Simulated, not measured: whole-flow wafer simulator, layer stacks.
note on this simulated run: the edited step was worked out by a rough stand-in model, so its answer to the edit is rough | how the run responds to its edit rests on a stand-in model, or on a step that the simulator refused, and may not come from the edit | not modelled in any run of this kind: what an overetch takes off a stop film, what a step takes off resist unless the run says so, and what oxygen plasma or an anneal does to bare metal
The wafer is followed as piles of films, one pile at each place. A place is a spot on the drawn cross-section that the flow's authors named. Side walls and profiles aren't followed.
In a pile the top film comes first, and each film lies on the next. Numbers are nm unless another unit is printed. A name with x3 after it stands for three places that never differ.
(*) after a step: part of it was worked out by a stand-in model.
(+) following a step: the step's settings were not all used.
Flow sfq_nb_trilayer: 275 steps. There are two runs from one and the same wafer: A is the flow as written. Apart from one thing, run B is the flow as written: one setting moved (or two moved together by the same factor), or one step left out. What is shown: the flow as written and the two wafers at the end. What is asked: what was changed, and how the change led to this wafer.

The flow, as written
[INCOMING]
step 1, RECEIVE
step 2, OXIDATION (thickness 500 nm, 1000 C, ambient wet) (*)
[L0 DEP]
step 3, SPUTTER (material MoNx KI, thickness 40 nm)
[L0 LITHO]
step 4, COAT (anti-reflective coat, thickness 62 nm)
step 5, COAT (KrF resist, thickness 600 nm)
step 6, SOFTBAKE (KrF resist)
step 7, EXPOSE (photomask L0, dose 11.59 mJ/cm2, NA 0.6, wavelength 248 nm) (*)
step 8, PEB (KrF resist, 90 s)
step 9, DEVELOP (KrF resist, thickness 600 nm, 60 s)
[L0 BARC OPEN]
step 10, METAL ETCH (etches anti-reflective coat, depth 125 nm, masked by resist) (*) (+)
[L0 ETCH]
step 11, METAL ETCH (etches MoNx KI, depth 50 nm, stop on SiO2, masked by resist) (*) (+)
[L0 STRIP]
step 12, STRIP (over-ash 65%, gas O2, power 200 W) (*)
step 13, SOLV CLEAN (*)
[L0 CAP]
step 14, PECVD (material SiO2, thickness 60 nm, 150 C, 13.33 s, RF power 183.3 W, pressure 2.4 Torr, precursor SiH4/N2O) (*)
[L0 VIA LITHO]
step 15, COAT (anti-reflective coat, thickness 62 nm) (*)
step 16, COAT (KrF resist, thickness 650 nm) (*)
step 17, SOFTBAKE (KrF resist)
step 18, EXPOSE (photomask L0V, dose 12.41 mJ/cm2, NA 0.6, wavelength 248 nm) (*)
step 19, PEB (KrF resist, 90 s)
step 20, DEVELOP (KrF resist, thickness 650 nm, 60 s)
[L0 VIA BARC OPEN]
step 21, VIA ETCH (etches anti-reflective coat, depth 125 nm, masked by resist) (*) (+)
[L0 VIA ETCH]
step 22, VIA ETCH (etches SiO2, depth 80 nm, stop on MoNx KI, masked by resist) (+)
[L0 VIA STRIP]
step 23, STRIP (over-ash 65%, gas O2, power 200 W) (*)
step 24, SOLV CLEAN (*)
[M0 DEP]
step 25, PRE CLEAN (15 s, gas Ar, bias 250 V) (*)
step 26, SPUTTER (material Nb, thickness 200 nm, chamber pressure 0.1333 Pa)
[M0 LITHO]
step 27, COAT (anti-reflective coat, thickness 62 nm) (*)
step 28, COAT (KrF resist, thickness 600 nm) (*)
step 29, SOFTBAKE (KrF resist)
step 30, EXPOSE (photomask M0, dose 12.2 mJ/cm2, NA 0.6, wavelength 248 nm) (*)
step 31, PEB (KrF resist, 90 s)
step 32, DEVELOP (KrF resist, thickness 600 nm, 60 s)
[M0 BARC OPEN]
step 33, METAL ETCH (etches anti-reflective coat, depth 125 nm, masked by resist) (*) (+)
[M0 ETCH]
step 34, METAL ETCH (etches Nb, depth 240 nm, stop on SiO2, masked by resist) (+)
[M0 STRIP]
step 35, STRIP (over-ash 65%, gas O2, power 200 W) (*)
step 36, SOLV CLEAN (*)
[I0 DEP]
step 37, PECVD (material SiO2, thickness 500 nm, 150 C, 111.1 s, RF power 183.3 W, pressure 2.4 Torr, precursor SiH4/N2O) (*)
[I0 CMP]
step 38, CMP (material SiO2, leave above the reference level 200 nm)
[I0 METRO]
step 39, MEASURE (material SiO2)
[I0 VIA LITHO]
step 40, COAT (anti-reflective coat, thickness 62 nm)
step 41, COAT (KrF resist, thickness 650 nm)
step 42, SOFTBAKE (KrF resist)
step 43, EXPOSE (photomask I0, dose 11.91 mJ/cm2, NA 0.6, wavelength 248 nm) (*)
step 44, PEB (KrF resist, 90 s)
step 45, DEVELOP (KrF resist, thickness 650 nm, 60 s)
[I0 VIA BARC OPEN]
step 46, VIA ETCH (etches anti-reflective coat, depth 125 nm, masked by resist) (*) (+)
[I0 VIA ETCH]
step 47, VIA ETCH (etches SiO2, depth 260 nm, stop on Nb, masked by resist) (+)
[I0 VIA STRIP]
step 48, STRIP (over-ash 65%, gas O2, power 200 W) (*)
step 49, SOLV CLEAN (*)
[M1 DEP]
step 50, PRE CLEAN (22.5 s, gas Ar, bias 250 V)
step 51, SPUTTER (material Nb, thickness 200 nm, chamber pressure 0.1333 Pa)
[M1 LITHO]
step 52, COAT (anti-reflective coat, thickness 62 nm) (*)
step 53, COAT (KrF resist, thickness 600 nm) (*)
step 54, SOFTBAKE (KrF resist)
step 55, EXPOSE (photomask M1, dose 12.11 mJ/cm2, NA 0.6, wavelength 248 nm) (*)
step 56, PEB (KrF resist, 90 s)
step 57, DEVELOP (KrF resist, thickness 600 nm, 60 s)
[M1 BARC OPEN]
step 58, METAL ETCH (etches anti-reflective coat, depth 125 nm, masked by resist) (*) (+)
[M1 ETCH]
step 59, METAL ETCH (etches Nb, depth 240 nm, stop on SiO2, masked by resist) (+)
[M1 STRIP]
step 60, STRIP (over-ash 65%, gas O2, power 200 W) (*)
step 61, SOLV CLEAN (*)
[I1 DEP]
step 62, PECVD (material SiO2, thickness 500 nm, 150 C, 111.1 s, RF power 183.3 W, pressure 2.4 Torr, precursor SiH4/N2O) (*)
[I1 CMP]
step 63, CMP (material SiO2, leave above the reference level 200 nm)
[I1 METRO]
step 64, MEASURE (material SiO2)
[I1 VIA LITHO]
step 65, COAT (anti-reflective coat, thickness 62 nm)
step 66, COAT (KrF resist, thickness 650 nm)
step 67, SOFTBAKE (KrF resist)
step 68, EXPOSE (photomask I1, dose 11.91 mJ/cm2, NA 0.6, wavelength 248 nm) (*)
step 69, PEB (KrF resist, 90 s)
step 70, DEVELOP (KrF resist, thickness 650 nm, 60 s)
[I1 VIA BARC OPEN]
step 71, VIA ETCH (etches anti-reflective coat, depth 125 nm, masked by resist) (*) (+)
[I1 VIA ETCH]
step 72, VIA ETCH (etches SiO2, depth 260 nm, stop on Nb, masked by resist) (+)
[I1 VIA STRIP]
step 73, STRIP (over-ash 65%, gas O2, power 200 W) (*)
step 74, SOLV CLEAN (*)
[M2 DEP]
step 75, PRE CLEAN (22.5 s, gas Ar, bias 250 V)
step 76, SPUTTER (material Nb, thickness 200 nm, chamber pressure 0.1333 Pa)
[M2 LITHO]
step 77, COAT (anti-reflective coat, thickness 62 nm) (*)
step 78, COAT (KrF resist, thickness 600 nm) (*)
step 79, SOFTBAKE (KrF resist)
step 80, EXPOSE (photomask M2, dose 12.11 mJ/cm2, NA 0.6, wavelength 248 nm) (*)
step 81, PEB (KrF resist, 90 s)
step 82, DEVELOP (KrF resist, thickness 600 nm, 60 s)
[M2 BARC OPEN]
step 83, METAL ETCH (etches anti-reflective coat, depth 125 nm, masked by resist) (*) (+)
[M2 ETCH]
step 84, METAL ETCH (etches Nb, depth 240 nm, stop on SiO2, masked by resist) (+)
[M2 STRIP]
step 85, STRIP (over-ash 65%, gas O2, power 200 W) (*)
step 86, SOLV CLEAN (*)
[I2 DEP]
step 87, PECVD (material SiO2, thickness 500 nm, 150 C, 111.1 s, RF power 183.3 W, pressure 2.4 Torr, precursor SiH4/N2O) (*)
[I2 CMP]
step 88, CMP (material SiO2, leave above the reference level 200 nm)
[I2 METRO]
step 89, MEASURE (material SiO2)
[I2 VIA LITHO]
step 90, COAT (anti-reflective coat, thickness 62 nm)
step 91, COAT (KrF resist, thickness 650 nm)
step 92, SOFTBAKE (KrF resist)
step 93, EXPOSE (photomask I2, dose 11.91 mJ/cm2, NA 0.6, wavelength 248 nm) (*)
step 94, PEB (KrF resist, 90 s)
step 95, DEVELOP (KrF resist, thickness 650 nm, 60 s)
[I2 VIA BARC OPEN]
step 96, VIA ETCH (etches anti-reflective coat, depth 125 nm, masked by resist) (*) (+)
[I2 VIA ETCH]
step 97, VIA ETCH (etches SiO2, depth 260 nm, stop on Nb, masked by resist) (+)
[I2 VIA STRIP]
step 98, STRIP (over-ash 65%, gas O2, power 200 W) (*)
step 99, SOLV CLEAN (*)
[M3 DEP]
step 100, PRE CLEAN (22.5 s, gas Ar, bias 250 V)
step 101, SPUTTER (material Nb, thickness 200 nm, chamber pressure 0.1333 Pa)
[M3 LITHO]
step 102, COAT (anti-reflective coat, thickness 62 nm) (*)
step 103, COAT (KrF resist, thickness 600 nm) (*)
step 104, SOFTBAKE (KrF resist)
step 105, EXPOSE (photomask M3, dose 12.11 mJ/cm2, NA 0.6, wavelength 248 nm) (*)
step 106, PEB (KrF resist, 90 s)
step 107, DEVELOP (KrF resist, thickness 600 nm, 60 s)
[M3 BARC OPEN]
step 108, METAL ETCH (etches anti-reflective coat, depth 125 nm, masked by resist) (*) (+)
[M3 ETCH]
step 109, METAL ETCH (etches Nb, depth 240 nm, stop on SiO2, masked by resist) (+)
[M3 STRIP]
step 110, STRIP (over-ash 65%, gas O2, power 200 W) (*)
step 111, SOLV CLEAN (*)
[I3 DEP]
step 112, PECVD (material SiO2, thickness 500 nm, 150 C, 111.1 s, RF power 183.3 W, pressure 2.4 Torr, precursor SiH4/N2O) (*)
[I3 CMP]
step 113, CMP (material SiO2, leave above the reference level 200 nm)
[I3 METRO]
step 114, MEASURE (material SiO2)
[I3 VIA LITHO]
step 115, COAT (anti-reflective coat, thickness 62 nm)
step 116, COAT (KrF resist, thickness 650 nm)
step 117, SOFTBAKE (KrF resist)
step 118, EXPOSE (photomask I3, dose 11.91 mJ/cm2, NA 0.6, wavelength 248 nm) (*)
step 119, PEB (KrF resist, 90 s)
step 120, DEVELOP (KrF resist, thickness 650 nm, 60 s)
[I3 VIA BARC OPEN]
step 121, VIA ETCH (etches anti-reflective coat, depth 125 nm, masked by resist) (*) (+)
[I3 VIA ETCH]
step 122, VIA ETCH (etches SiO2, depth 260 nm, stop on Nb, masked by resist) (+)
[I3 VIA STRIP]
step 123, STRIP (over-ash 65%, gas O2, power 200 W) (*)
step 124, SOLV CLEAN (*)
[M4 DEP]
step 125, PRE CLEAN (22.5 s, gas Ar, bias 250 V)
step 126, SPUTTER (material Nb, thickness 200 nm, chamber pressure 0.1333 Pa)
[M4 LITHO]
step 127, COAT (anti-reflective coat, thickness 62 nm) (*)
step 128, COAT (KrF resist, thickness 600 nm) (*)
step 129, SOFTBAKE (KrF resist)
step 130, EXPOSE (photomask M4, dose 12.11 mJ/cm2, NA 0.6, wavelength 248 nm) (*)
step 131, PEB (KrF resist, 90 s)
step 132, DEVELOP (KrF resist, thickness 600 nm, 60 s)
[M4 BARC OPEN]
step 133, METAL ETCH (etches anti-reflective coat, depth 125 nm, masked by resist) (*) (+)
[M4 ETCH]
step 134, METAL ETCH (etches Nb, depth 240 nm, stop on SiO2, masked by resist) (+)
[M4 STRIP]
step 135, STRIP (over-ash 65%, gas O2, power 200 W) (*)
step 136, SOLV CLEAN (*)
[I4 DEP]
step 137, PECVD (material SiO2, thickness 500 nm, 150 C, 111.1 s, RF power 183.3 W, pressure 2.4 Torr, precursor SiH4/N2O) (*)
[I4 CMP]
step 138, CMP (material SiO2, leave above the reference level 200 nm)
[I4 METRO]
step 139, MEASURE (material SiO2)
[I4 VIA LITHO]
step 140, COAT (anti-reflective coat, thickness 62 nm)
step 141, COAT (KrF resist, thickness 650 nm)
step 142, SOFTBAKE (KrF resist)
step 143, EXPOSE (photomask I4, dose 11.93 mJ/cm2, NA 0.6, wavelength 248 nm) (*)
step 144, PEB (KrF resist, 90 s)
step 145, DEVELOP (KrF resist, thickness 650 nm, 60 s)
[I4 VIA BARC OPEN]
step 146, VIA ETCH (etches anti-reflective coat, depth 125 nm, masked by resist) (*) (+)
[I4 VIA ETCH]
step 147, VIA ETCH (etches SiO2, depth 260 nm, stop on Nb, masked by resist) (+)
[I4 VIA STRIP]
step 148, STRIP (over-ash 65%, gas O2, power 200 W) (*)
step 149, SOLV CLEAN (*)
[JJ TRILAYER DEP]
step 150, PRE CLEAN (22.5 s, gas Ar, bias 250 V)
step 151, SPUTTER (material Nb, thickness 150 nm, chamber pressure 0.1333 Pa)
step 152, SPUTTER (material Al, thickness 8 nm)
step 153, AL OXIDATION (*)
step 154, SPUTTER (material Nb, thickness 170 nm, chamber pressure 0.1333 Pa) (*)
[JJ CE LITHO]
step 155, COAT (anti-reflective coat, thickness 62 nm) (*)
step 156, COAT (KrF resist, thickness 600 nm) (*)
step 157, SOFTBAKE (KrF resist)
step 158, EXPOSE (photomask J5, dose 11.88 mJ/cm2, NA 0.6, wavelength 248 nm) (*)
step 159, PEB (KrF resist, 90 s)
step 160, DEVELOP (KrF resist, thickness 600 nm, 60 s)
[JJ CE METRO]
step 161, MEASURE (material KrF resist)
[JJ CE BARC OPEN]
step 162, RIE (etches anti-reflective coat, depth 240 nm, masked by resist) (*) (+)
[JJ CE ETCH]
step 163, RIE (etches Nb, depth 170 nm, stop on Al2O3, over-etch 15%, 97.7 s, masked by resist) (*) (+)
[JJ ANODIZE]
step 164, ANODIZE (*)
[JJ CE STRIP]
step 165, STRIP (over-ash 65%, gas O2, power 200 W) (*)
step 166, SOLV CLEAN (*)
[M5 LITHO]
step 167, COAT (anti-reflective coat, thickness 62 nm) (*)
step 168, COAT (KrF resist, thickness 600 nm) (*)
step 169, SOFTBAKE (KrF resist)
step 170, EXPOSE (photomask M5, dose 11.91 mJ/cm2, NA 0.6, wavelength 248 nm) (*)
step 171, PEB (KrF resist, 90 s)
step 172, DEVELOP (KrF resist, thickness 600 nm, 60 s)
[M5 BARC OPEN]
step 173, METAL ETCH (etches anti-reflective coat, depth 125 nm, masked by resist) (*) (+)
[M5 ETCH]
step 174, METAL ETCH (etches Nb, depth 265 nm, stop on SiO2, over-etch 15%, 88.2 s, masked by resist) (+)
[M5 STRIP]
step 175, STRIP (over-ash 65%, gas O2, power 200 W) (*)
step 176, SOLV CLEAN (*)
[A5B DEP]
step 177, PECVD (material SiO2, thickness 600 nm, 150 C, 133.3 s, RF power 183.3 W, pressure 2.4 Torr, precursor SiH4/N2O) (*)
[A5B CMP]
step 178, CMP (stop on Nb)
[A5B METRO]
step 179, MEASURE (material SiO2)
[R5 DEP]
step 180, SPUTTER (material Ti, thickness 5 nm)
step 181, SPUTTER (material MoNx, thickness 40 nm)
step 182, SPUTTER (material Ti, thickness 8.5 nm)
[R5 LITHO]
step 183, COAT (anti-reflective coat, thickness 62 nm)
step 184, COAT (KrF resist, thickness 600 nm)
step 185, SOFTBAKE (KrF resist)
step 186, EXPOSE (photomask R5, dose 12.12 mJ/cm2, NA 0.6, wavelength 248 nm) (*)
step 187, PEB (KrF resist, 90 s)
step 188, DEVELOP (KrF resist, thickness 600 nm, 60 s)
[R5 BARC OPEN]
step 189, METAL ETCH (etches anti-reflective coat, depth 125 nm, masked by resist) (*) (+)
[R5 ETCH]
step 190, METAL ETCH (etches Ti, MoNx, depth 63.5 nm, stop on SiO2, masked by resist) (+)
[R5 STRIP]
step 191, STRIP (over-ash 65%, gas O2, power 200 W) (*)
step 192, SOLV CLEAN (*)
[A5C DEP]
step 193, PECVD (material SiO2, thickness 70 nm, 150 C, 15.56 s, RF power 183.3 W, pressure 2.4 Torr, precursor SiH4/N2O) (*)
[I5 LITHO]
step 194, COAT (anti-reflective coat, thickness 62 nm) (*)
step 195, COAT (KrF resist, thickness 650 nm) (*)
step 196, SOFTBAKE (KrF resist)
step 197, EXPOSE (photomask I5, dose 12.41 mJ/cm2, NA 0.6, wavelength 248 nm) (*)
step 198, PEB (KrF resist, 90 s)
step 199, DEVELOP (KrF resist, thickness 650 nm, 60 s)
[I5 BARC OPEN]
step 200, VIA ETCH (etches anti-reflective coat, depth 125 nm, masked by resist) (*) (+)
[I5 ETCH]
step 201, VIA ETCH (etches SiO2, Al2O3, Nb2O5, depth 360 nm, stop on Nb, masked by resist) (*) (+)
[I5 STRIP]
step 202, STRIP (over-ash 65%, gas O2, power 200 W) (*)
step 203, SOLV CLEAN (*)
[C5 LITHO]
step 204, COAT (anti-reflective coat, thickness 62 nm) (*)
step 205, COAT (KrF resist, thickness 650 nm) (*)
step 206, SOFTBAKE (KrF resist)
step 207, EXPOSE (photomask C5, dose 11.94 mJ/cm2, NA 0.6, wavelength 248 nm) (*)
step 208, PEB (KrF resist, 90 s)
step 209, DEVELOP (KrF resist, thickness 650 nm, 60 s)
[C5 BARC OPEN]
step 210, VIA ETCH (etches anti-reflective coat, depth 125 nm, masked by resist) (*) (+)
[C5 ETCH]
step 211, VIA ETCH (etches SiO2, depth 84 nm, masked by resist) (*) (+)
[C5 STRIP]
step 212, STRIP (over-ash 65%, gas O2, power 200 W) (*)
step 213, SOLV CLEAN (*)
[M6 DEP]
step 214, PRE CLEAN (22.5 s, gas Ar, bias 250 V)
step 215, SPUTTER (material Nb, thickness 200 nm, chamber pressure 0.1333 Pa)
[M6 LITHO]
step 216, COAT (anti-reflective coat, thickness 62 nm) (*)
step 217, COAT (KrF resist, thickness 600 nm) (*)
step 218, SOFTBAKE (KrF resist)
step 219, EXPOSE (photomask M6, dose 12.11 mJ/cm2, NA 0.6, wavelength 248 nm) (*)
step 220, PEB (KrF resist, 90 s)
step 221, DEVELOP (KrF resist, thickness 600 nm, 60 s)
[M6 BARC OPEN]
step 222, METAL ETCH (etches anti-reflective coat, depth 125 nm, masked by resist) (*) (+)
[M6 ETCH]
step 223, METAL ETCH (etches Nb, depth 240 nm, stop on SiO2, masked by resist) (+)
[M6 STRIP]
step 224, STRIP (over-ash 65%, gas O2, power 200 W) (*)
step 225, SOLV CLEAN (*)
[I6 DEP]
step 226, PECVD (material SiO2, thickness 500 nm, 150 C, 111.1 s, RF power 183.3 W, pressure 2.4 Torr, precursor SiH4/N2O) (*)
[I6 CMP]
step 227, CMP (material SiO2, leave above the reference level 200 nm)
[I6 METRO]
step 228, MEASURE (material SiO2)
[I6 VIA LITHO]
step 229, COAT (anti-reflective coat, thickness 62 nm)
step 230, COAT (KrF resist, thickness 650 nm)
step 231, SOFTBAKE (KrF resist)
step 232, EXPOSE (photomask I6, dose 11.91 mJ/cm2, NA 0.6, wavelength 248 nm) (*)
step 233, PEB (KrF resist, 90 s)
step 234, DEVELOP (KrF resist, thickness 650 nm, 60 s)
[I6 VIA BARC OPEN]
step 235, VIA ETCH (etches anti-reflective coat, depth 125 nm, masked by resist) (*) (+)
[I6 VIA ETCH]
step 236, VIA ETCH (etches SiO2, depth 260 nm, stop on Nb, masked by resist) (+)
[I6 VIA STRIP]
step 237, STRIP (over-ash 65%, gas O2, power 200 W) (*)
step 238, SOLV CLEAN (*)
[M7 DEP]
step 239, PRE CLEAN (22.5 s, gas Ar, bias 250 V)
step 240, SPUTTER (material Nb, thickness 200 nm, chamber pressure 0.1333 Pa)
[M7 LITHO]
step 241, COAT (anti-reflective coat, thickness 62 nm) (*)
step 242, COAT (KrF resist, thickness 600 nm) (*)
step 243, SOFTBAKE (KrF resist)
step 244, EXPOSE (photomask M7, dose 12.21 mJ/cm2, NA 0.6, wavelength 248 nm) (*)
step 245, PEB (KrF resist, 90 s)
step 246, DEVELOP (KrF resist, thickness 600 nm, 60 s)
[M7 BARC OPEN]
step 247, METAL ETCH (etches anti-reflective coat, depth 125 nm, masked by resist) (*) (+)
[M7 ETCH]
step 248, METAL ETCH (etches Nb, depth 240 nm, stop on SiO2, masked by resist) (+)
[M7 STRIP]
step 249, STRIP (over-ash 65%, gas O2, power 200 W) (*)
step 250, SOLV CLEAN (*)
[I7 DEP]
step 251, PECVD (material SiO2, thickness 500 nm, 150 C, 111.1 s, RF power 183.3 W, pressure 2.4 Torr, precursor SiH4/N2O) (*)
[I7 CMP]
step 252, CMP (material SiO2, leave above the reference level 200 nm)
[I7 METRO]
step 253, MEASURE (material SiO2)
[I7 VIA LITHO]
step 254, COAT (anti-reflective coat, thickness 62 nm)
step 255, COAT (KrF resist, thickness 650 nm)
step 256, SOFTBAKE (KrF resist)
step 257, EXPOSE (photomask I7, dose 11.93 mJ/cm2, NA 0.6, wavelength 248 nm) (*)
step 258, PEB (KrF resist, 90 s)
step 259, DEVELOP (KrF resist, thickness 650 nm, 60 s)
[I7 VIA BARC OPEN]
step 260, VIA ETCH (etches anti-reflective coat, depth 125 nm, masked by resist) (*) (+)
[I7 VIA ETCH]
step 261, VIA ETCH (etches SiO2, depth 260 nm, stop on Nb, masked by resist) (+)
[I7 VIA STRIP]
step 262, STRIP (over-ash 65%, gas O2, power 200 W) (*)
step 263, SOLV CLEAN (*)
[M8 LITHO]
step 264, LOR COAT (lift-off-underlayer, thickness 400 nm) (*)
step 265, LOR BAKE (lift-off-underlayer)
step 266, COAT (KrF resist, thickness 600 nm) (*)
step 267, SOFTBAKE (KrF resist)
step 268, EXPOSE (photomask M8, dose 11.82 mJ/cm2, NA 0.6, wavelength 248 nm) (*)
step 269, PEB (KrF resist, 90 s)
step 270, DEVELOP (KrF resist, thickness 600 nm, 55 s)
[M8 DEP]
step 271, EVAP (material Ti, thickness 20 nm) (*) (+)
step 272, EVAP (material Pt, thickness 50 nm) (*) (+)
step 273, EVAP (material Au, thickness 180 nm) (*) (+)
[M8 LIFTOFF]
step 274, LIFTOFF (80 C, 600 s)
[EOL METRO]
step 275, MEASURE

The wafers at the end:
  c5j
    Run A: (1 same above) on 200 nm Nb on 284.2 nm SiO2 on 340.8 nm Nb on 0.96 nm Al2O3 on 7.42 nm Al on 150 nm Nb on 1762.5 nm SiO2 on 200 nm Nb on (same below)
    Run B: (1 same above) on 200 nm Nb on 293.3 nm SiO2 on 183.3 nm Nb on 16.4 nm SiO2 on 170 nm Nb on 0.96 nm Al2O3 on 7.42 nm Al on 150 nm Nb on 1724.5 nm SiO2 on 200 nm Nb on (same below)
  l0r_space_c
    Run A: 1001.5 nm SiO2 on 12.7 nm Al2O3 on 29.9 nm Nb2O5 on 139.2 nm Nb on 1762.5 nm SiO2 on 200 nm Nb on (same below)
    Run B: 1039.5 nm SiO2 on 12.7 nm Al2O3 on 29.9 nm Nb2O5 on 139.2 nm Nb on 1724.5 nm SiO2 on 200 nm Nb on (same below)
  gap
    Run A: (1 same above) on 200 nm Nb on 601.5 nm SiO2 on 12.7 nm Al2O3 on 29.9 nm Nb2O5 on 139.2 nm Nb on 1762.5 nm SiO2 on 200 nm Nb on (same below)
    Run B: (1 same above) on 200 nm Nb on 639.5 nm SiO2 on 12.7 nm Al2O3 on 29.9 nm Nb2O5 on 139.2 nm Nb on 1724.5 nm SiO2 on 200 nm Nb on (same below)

Cause: step 137, PECVD: thickness 362 nm was run, though the flow has thickness 500 nm; step 137, PECVD: 80.56 s was run, where the flow has 111.1 s.

Step by step, how the change led to this:
  step 137, PECVD (material SiO2, thickness 500 nm, 150 C, 111.1 s, RF power 183.3 W, pressure 2.4 Torr, precursor SiH4/N2O) (*)
      field_l, be, be_sur and 55 more: A +500 SiO2 | B +362 SiO2
      v_sur, via_wl, via_w and 35 more: A +500 SiO2 (new film) | B +362 SiO2 (new film)
      (and at 10 other places as well)
  step 138, CMP (material SiO2, leave above the reference level 200 nm)
      field_l, be, be_sur and 55 more: A -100 SiO2 | B nothing
      p3_s0, p3_s1, p3_s2, p3_s3, p3_s4, p3_s5: A -157.1 SiO2 | B nothing
      (and at 42 other places as well)
  step 140, COAT (anti-reflective coat, thickness 62 nm)
      p3_s0, p3_s1, p3_s2, p3_s3: A +62 anti-reflective coat (new film) | B +75.8 anti-reflective coat (new film)
      p3_l1, p3_l2, p3_l3, p3_l4: A +62 anti-reflective coat (new film) | B +54.7 anti-reflective coat (new film)
      (and at 54 other places as well)
  step 141, COAT (KrF resist, thickness 650 nm)
      via_wl: A +650 KrF resist (new film) | B +634.9 KrF resist (new film)
      wire: A +650 KrF resist (new film) | B +636 KrF resist (new film)
      (and at 4 other places as well)
  step 145, DEVELOP (KrF resist, thickness 650 nm, 60 s)
      via_wl: A -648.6 KrF resist (all of it) | B -633.6 KrF resist (all of it)
  step 146, VIA ETCH (etches anti-reflective coat, depth 125 nm, masked by resist) (*) (+)
      field_l, v_sur, via_sp and 100 more: A -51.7 KrF resist | B -49.3 KrF resist
      via_wl, via_wr: A -62 anti-reflective coat (all of it), -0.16 SiO2 | B -59.2 anti-reflective coat (all of it), -0.15 SiO2
      (and at 1 other place as well)
  step 148, STRIP (over-ash 65%, gas O2, power 200 W) (*)
      m0r_space_l, m6r_space_l, m7r_space_l: A -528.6 KrF resist (all of it), -62 anti-reflective coat (all of it) | B -535.1 KrF resist (all of it), -67.4 anti-reflective coat (all of it)
      m0r_space_r, m6r_space_r, m7r_space_r: A -528.6 KrF resist (all of it), -62 anti-reflective coat (all of it) | B -535 KrF resist (all of it), -67.5 anti-reflective coat (all of it)
      (and at 54 other places as well)
  step 155, COAT (anti-reflective coat, thickness 62 nm) (*)
      p3_fr, m0r_space_l, m0r_space_r, m6r_space_l, m6r_space_r, m7r_space_l, m7r_space_r: A +62 anti-reflective coat (new film) | B +66.7 anti-reflective coat (new film)
      p3_l1, p3_l2, p3_l3, p3_l4, p3_l5, p3_l6: A +62 anti-reflective coat (new film) | B +53.1 anti-reflective coat (new film)
      (and at 47 other places as well)
  step 156, COAT (KrF resist, thickness 600 nm) (*)
      v_sur: A +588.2 KrF resist (new film) | B +571.4 KrF resist (new film)
      via_wl: A +663 KrF resist (new film) | B +646.5 KrF resist (new film)
      (and at 9 other places as well)
  step 160, DEVELOP (KrF resist, thickness 600 nm, 60 s)
      v_sur: A -587 KrF resist (all of it) | B -570.2 KrF resist (all of it)
      via_wl: A -661.6 KrF resist (all of it) | B -645.1 KrF resist (all of it)
      (and at 9 other places as well)
  step 162, RIE (etches anti-reflective coat, depth 240 nm, masked by resist) (*) (+)
      p3_fr, m0r_space_l, m0r_space_r, m6r_space_l, m6r_space_r, m7r_space_l, m7r_space_r: A -62 anti-reflective coat (all of it) | B -66.7 anti-reflective coat (all of it)
      p3_l1, p3_l2, p3_l3, p3_l4, p3_l5, p3_l6: A -62 anti-reflective coat (all of it) | B -53.1 anti-reflective coat (all of it)
      (and at 47 other places as well)
  step 167, COAT (anti-reflective coat, thickness 62 nm) (*)
      p3_fr, m0r_space_l, m0r_space_r, m6r_space_l, m6r_space_r, m7r_space_l, m7r_space_r: A +62 anti-reflective coat (new film) | B +66 anti-reflective coat (new film)
      p3_l1, p3_l2, p3_l3, p3_l4, p3_l5: A +62 anti-reflective coat (new film) | B +50.8 anti-reflective coat (new film)
      (and at 48 other places as well)
  step 168, COAT (KrF resist, thickness 600 nm) (*)
      v_sur: A +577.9 KrF resist (new film) | B +562.7 KrF resist (new film)
      via_wl: A +656 KrF resist (new film) | B +639.2 KrF resist (new film)
      (and at 10 other places as well)
  step 172, DEVELOP (KrF resist, thickness 600 nm, 60 s)
      lsp_m: A -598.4 KrF resist (all of it) | B -581.5 KrF resist (all of it)
      ln_m6: A -598.3 KrF resist (all of it) | B -583 KrF resist (all of it)
      (and at 4 other places as well)
  step 173, METAL ETCH (etches anti-reflective coat, depth 125 nm, masked by resist) (*) (+)
      lsp_r: A -61.9 anti-reflective coat (all of it), -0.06 Al2O3 | B -66.8 anti-reflective coat (all of it)
      l0v: A -61.9 anti-reflective coat (all of it), -0.06 Al2O3 | B -63.5 anti-reflective coat (all of it)
      (and at 32 other places as well)
  step 175, STRIP (over-ash 65%, gas O2, power 200 W) (*)
      m0r_space_l, m0r_space_r, m6r_space_l, m6r_space_r, m7r_space_l, m7r_space_r: A -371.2 KrF resist (all of it), -62 anti-reflective coat (all of it) | B -374.5 KrF resist (all of it), -66 anti-reflective coat (all of it)
      m5r_linepad_l, m5r_linepad_r: A -371.2 KrF resist (all of it), -62 anti-reflective coat (all of it) | B -365.4 KrF resist (all of it), -75.1 anti-reflective coat (all of it)
      (and at 21 other places as well)
  ... 36 other steps ...
  step 274, LIFTOFF (80 C, 600 s)
      be: A -180 Au (all of it), -50 Pt (all of it), -20 Ti (all of it), -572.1 KrF resist (all of it), -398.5 lift-off-underlayer (all of it) | B -180 Au (all of it), -50 Pt (all of it), -20 Ti (all of it), -600.3 KrF resist (all of it), -601.3 lift-off-underlayer (all of it)
      be_sur: A -180 Au (all of it), -50 Pt (all of it), -20 Ti (all of it), -572.6 KrF resist (all of it), -398.9 lift-off-underlayer (all of it) | B -180 Au (all of it), -50 Pt (all of it), -20 Ti (all of it), -582.7 KrF resist (all of it), -376.4 lift-off-underlayer (all of it)
If metal films that touch count as one body, c5j has 5 bodies (between them, from the top down: SiO2 293.3; SiO2 16.4; Al2O3 0.96; SiO2 1724.5); the flow as written gives 4 bodies (between them, from the top down: SiO2 284.2; Al2O3 0.96; SiO2 1762.5).
